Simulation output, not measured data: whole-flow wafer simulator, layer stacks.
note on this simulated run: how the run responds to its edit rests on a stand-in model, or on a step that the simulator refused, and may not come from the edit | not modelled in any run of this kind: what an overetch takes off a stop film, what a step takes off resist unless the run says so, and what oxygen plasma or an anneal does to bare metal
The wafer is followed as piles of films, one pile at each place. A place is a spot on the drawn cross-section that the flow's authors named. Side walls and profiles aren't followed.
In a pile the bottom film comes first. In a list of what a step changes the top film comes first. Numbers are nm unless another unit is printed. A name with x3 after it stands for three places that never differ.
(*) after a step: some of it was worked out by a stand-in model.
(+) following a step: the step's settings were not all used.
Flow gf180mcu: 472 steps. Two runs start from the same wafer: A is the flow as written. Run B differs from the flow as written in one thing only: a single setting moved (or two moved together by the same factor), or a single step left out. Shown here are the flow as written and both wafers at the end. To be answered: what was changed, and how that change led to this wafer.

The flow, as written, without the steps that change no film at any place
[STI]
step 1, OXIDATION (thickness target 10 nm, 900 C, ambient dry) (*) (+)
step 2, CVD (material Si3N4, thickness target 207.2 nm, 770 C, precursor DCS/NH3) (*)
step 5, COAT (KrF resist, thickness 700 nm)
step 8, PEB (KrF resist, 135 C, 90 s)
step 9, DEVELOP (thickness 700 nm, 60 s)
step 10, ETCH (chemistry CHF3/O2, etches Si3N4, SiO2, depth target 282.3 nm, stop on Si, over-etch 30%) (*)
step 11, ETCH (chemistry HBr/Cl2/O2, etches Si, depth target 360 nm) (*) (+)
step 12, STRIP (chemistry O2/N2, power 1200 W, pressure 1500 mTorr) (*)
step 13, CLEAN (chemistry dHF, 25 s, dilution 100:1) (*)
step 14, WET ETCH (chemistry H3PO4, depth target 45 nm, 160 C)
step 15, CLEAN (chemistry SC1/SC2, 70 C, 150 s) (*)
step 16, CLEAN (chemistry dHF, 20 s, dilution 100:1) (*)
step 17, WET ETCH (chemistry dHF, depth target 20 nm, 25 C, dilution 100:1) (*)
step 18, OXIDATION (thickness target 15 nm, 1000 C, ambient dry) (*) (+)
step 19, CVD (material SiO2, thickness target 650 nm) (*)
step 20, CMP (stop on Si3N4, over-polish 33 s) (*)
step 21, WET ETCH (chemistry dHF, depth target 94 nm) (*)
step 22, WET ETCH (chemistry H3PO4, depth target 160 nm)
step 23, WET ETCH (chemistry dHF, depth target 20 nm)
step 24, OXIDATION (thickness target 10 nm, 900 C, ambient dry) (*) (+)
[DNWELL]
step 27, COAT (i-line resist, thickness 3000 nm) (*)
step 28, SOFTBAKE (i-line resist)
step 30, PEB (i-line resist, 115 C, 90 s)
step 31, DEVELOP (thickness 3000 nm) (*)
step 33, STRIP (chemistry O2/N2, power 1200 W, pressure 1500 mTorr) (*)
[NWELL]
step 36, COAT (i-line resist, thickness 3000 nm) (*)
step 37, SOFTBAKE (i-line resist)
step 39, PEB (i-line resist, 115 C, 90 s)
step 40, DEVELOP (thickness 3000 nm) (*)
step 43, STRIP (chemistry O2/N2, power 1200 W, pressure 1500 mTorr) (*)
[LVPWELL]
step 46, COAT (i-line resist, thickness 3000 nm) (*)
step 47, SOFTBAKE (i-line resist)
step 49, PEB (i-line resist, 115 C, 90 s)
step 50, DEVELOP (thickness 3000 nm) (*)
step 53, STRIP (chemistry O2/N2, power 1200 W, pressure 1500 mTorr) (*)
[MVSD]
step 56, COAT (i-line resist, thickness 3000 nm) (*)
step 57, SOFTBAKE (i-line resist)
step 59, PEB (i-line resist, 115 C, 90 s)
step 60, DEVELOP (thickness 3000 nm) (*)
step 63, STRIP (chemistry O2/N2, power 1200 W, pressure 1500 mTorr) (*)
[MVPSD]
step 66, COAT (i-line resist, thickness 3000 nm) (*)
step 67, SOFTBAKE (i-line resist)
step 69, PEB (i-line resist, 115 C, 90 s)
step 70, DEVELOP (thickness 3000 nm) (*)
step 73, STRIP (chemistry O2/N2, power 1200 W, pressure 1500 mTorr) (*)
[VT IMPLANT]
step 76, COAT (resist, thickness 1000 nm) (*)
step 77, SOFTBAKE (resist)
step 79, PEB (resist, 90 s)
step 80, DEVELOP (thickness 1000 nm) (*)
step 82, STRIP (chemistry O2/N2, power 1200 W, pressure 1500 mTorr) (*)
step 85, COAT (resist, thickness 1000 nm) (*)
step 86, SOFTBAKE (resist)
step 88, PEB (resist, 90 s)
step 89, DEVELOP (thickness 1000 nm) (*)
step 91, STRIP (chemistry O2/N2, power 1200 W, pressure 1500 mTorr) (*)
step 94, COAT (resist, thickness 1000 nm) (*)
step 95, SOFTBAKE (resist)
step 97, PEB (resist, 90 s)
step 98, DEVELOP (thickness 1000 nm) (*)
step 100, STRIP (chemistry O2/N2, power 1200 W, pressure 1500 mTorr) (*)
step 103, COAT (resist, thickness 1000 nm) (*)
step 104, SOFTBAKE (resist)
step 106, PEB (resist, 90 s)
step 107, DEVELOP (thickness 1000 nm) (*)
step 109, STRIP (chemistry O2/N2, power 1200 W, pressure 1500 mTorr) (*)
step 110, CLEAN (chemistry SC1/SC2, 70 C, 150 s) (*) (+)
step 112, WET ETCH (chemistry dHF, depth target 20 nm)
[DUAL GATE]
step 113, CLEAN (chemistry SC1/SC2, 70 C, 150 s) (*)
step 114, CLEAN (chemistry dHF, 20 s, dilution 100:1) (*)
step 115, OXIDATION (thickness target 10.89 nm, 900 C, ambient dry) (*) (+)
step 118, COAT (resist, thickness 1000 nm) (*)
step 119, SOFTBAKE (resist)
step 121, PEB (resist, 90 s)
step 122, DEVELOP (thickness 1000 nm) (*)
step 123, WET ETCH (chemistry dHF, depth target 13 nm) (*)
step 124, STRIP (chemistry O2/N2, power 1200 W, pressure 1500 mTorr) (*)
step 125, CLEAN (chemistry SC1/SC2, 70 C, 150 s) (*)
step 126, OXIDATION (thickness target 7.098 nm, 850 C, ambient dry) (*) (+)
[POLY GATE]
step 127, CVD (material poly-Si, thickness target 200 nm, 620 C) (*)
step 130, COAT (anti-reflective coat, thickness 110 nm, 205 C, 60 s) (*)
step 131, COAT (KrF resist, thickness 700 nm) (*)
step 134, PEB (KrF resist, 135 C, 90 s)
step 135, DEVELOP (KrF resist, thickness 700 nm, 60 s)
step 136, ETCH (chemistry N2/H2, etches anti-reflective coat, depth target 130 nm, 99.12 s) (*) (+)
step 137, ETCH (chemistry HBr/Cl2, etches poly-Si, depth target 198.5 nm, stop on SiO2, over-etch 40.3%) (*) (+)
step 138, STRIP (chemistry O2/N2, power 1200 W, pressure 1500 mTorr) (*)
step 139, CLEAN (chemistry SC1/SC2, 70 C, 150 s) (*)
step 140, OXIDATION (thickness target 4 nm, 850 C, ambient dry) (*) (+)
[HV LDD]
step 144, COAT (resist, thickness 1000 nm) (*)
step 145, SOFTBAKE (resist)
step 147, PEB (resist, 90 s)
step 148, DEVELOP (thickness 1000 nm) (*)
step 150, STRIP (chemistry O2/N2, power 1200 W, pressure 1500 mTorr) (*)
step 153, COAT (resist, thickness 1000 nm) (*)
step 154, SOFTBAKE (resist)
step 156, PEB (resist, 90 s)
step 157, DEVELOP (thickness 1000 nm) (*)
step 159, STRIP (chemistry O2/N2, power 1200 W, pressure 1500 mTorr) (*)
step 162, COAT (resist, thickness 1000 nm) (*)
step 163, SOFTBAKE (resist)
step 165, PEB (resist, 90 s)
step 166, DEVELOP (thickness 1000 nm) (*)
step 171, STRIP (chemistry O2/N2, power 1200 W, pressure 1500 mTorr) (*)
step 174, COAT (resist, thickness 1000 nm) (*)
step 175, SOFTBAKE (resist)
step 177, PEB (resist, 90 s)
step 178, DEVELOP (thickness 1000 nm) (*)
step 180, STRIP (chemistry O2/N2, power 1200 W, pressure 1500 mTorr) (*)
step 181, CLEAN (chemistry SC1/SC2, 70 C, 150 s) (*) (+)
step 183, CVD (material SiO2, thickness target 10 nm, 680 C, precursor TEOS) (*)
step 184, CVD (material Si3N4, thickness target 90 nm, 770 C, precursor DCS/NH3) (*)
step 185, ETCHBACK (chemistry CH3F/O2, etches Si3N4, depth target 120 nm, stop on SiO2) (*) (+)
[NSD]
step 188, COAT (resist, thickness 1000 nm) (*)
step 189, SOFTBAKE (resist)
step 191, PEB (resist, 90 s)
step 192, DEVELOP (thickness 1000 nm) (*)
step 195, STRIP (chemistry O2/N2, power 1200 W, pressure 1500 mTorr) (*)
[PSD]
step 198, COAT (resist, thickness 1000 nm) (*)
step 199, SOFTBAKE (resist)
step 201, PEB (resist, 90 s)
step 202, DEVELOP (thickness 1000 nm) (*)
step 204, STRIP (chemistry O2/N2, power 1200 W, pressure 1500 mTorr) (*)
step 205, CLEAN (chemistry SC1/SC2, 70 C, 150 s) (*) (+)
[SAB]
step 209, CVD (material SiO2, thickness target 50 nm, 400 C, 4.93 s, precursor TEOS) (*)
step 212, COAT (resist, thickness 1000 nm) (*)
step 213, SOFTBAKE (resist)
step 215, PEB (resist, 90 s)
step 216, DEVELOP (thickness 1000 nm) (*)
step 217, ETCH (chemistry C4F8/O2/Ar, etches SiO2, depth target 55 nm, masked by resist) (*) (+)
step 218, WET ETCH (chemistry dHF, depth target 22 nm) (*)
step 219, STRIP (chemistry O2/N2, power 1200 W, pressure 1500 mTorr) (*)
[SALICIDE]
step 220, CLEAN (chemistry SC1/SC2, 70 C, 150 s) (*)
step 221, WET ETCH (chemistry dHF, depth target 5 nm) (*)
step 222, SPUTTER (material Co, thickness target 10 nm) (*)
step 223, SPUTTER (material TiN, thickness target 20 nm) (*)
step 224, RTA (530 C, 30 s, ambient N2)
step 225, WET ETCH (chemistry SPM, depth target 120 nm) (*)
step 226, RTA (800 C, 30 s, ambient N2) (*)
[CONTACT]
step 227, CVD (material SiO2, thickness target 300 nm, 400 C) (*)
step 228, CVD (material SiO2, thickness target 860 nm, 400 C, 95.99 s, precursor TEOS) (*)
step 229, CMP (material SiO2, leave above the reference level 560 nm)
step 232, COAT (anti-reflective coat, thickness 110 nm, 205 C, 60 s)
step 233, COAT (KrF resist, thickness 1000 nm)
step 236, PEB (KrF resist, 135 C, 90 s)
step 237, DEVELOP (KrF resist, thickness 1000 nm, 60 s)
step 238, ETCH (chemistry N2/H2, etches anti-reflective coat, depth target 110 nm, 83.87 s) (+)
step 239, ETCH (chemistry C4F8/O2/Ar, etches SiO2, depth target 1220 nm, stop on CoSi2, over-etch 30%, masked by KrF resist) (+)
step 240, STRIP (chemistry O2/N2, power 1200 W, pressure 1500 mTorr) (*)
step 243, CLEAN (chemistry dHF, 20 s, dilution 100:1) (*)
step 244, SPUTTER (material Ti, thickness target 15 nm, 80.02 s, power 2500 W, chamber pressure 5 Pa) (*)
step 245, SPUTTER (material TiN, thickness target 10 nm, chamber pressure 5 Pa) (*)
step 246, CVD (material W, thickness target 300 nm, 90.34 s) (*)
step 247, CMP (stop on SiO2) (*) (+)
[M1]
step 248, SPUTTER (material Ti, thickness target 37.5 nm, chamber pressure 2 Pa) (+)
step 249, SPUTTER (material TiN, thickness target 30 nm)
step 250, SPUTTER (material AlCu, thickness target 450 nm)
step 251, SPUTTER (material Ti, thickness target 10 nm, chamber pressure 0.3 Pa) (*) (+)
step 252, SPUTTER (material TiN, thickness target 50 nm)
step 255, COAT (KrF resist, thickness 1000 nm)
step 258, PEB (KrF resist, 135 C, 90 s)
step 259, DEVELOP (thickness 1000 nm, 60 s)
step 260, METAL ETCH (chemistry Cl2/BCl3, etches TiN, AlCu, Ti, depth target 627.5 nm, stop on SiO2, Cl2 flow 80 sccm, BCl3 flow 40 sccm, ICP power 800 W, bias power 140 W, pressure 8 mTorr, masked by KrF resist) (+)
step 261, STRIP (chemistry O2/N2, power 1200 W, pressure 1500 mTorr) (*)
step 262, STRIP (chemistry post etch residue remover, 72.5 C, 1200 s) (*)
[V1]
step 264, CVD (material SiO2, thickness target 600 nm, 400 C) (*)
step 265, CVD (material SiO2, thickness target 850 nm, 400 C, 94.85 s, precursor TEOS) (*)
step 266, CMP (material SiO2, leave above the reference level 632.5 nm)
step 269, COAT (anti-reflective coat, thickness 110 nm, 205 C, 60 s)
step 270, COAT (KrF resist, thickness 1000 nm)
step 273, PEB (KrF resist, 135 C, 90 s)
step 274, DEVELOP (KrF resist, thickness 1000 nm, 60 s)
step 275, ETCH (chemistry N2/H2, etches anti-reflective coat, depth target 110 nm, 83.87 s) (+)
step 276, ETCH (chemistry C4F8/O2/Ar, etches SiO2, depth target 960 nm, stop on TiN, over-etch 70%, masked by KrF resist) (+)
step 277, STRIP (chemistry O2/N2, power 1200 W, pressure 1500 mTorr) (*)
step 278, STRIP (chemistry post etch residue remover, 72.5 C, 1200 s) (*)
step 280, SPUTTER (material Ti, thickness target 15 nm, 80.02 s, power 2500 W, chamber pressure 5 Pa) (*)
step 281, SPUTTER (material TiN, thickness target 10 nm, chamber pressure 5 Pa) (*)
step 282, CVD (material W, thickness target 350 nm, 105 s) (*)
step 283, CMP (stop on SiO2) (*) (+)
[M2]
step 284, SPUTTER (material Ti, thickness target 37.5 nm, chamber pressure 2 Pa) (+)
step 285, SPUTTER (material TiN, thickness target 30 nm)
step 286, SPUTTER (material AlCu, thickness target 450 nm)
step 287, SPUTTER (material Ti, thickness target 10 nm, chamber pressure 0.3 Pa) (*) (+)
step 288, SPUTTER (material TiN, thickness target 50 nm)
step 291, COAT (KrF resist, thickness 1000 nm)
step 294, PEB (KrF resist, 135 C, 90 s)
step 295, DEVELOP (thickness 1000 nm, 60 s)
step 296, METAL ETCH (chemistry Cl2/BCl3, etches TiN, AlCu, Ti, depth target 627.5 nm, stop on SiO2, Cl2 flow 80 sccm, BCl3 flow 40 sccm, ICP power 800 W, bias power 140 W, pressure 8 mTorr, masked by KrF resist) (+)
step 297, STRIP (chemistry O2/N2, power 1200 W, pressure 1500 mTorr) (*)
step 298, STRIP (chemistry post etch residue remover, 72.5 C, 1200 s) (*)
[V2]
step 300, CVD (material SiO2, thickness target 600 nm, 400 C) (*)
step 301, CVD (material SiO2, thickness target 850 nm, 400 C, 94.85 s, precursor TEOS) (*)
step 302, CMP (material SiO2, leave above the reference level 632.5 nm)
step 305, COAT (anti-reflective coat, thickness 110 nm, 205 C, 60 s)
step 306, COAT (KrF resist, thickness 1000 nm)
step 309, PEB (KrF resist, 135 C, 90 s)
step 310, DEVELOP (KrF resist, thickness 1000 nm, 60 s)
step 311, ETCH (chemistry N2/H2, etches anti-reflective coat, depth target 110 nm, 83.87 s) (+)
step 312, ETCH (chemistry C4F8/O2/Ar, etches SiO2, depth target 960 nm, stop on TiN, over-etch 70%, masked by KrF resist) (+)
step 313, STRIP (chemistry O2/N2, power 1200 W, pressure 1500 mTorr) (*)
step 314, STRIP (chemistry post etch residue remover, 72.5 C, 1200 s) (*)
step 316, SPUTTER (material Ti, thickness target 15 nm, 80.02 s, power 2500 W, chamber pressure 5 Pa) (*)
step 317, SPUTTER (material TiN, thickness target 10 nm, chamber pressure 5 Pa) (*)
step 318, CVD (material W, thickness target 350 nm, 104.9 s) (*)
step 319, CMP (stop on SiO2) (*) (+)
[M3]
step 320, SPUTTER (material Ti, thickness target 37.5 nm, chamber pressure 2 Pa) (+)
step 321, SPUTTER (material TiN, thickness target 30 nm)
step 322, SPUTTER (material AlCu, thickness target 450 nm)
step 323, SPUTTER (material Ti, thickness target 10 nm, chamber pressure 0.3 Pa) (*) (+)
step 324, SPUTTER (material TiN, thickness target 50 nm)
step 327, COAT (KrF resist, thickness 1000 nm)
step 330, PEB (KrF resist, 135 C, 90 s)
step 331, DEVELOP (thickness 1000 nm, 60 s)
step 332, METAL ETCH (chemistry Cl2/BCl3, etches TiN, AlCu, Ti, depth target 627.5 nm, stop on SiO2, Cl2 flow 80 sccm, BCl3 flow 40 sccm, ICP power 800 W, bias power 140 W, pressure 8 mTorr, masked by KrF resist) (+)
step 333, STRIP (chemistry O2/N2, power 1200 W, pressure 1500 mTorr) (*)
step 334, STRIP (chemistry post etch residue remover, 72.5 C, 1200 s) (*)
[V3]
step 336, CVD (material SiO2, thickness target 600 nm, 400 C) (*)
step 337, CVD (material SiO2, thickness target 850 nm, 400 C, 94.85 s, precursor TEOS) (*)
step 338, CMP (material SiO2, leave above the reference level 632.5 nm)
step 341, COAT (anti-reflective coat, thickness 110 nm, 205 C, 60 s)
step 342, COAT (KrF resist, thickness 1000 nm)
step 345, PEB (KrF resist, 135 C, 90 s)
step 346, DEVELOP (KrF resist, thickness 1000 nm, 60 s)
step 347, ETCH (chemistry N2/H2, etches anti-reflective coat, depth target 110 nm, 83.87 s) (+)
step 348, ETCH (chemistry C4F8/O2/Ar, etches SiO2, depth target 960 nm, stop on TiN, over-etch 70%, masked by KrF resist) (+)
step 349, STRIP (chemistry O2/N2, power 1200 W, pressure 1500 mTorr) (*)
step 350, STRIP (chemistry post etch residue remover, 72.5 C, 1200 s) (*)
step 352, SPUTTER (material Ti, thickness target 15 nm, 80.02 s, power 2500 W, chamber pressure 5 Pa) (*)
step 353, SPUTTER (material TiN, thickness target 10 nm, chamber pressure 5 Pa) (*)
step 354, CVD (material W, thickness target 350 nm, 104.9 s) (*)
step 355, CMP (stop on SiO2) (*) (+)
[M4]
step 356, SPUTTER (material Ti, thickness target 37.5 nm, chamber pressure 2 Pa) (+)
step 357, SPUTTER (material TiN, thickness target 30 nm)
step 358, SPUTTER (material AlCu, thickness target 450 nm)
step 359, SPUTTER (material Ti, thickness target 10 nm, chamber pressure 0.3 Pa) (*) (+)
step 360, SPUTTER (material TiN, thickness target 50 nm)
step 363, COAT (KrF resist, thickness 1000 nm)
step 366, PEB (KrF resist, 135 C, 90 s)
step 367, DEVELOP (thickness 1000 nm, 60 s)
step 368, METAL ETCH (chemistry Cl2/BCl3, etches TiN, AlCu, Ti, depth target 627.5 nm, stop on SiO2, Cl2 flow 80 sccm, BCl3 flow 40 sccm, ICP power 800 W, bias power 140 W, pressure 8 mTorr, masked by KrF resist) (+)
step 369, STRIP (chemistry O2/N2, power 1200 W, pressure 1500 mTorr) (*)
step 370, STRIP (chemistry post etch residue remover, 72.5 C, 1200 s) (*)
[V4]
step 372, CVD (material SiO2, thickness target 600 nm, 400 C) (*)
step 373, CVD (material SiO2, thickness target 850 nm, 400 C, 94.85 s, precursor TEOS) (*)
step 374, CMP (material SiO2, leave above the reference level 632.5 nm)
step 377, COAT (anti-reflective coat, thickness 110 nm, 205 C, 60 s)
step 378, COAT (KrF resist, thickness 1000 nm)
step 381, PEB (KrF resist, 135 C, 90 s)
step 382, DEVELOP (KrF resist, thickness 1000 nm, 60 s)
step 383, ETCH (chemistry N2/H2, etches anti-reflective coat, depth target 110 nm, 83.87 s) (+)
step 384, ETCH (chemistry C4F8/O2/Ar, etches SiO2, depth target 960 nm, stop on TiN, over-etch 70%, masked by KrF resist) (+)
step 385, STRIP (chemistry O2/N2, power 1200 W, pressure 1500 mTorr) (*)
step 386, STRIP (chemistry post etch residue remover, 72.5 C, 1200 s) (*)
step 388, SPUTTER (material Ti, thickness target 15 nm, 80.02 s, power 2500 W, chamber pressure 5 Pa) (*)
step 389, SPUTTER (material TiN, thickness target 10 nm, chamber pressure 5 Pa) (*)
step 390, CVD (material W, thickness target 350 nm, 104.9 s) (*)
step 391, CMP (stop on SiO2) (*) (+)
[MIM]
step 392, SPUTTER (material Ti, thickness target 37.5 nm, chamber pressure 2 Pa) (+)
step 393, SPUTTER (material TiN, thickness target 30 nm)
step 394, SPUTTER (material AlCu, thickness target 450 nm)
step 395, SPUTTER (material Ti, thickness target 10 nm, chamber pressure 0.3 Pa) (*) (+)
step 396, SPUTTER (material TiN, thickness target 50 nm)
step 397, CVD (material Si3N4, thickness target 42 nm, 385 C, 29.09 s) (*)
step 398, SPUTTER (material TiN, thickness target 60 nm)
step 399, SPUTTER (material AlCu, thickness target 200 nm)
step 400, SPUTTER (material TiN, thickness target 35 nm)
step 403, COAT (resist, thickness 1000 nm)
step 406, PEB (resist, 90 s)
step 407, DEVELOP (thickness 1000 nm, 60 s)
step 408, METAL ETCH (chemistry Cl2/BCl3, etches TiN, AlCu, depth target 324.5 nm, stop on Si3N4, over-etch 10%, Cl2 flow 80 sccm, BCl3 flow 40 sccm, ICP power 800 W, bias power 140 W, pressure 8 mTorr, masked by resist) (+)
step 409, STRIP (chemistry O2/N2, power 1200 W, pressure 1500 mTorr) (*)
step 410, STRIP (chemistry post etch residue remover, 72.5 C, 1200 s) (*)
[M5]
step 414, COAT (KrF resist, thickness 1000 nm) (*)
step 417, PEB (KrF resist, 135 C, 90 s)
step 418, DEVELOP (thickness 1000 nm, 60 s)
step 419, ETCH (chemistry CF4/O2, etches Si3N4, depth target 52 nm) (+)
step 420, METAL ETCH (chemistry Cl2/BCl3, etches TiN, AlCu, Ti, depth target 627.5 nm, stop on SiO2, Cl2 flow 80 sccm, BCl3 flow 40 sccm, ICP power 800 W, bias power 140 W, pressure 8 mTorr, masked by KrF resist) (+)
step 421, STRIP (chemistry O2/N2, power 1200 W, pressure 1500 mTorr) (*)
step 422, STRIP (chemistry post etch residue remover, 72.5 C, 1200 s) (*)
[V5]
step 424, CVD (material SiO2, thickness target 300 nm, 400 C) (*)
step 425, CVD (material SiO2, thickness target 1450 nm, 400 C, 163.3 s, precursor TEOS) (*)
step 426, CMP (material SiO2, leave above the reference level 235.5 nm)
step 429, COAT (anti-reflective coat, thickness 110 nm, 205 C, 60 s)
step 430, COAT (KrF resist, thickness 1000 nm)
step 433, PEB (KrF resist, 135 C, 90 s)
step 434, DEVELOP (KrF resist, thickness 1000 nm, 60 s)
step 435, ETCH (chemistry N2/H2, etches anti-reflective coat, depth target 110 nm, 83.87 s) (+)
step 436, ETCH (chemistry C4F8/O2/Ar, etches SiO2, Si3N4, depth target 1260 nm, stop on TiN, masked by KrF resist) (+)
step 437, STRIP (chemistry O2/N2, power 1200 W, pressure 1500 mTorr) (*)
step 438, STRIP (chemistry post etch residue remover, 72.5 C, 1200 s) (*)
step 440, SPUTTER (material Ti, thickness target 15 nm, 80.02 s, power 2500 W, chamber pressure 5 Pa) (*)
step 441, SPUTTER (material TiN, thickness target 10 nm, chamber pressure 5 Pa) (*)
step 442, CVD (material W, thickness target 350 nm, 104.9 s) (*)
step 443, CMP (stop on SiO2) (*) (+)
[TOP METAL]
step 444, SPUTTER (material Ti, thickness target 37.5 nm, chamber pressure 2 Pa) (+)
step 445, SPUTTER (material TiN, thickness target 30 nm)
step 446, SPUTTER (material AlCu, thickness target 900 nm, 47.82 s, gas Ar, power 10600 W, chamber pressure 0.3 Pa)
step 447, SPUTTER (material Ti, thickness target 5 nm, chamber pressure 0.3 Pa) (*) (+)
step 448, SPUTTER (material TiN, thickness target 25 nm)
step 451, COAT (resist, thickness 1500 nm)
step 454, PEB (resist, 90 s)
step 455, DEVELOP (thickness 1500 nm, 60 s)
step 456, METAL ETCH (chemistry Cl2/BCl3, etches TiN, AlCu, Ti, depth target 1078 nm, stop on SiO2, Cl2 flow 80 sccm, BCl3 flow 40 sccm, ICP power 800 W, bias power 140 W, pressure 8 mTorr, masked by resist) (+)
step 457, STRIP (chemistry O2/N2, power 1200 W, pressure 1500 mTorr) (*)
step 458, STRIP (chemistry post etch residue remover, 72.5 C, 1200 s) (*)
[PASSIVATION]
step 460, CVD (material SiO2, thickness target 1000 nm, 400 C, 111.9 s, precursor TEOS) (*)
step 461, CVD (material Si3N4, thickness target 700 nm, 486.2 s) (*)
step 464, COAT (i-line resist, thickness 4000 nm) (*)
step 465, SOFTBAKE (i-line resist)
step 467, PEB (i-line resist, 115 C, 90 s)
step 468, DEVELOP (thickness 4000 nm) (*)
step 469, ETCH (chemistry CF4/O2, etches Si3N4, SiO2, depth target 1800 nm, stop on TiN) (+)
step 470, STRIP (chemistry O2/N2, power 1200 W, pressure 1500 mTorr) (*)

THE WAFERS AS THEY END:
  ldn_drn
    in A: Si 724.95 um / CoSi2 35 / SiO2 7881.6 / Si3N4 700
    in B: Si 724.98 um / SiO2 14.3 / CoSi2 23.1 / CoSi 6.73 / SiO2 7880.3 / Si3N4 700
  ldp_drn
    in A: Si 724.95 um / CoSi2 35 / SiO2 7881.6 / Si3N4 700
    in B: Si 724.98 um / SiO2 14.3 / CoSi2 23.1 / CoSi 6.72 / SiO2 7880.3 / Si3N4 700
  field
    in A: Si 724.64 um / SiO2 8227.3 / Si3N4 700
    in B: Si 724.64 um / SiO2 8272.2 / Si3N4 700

What caused this: step 21, WET ETCH: chemistry dHF, depth target 94 nm (*), was omitted.

Step by step, how the change led to this:
  step 22, WET ETCH (chemistry H3PO4, depth target 160 nm)
      active, n_well, p_well and 40 more: A -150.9 Si3N4 (all of it), -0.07 SiO2 | B -157.3 Si3N4 (all of it), -0.02 SiO2
  step 27, COAT (i-line resist, thickness 3000 nm) (*)
      p_well, spacer, sd_n: A +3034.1 i-line resist (new film) | B +3126 i-line resist (new film)
      active: A +3023.4 i-line resist (new film) | B +3087.2 i-line resist (new film)
      (also at 23 further places)
  step 28, SOFTBAKE (i-line resist)
      polyc_n: A -0.3 i-line resist | B +0.61 i-line resist
      polyc_n_rim: A -0.29 i-line resist | B +0.71 i-line resist
      (also at 66 further places)
  step 30, PEB (i-line resist, 115 C, 90 s)
      ldn_tap, ldn_src, ldn_ch and 8 more: A -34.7 i-line resist | B -35.6 i-line resist
      active, gate, pplus_u: A -34.6 i-line resist | B -35.4 i-line resist
      (also at 9 further places)
  step 31, DEVELOP (thickness 3000 nm) (*)
      ldp_tap, ldp_src, ldp_ch: A -2998.7 i-line resist (all of it) | B -3075.1 i-line resist (all of it)
      ldp_acc: A -2998.8 i-line resist (all of it) | B -3075.2 i-line resist (all of it)
      (also at 1 further place)
  step 33, STRIP (chemistry O2/N2, power 1200 W, pressure 1500 mTorr) (*)
      p_well, spacer, sd_n: A -2999.4 i-line resist (all of it) | B -3090.2 i-line resist (all of it)
      iso_ptap_pw, iso_ntap_nw, vpnp_e: A -2999.6 i-line resist (all of it) | B -3086.8 i-line resist (all of it)
      (also at 19 further places)
  step 36, COAT (i-line resist, thickness 3000 nm) (*)
      p_well, spacer, sd_n: A +3034.1 i-line resist (new film) | B +3126 i-line resist (new film)
      active: A +3023.4 i-line resist (new film) | B +3087.2 i-line resist (new film)
      (also at 23 further places)
  step 37, SOFTBAKE (i-line resist)
      polyc_n: A -0.3 i-line resist | B +0.61 i-line resist
      polyc_n_rim: A -0.29 i-line resist | B +0.71 i-line resist
      (also at 66 further places)
  step 39, PEB (i-line resist, 115 C, 90 s)
      ldn_tap, ldn_src, ldn_ch and 8 more: A -34.7 i-line resist | B -35.6 i-line resist
      active, gate, pplus_u: A -34.6 i-line resist | B -35.4 i-line resist
      (also at 9 further places)
  step 40, DEVELOP (thickness 3000 nm) (*)
      ldp_tap, ldp_src, ldp_ch: A -2998.7 i-line resist (all of it) | B -3075.1 i-line resist (all of it)
      iso_ntap_nw, vpnp_e: A -2999.6 i-line resist (all of it) | B -3086.8 i-line resist (all of it)
      (also at 5 further places)
  step 43, STRIP (chemistry O2/N2, power 1200 W, pressure 1500 mTorr) (*)
      p_well, spacer, sd_n: A -2999.4 i-line resist (all of it) | B -3090.2 i-line resist (all of it)
      ldn_tap, ldn_ch, ldn_acc: A -2999.3 i-line resist (all of it) | B -3077.1 i-line resist (all of it)
      (also at 14 further places)
  step 46, COAT (i-line resist, thickness 3000 nm) (*)
      p_well, spacer, sd_n: A +3034.1 i-line resist (new film) | B +3126 i-line resist (new film)
      active: A +3023.4 i-line resist (new film) | B +3087.2 i-line resist (new film)
      (also at 23 further places)
  step 47, SOFTBAKE (i-line resist)
      polyc_n: A -0.3 i-line resist | B +0.61 i-line resist
      polyc_n_rim: A -0.29 i-line resist | B +0.71 i-line resist
      (also at 66 further places)
  step 49, PEB (i-line resist, 115 C, 90 s)
      ldn_tap, ldn_src, ldn_ch and 8 more: A -34.7 i-line resist | B -35.6 i-line resist
      active, gate, pplus_u: A -34.6 i-line resist | B -35.4 i-line resist
      (also at 9 further places)
  step 50, DEVELOP (thickness 3000 nm) (*)
      p_well, spacer, sd_n: A -2999.4 i-line resist (all of it) | B -3090.2 i-line resist (all of it)
      ldn_tap, ldn_ch: A -2999.3 i-line resist (all of it) | B -3077.1 i-line resist (all of it)
      (also at 9 further places)
  step 53, STRIP (chemistry O2/N2, power 1200 W, pressure 1500 mTorr) (*)
      ldp_tap, ldp_src, ldp_ch: A -2998.7 i-line resist (all of it) | B -3075.1 i-line resist (all of it)
      iso_ntap_nw, vpnp_e: A -2999.6 i-line resist (all of it) | B -3086.8 i-line resist (all of it)
      (also at 11 further places)
  ... 90 other steps ...
  step 246, CVD (material W, thickness target 300 nm, 90.34 s) (*)
      polyc_n, polyc_p: A +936 W (new film) | B +887.4 W (new film)
      contact: A +1167.5 W (new film) | B +1212.9 W (new film)
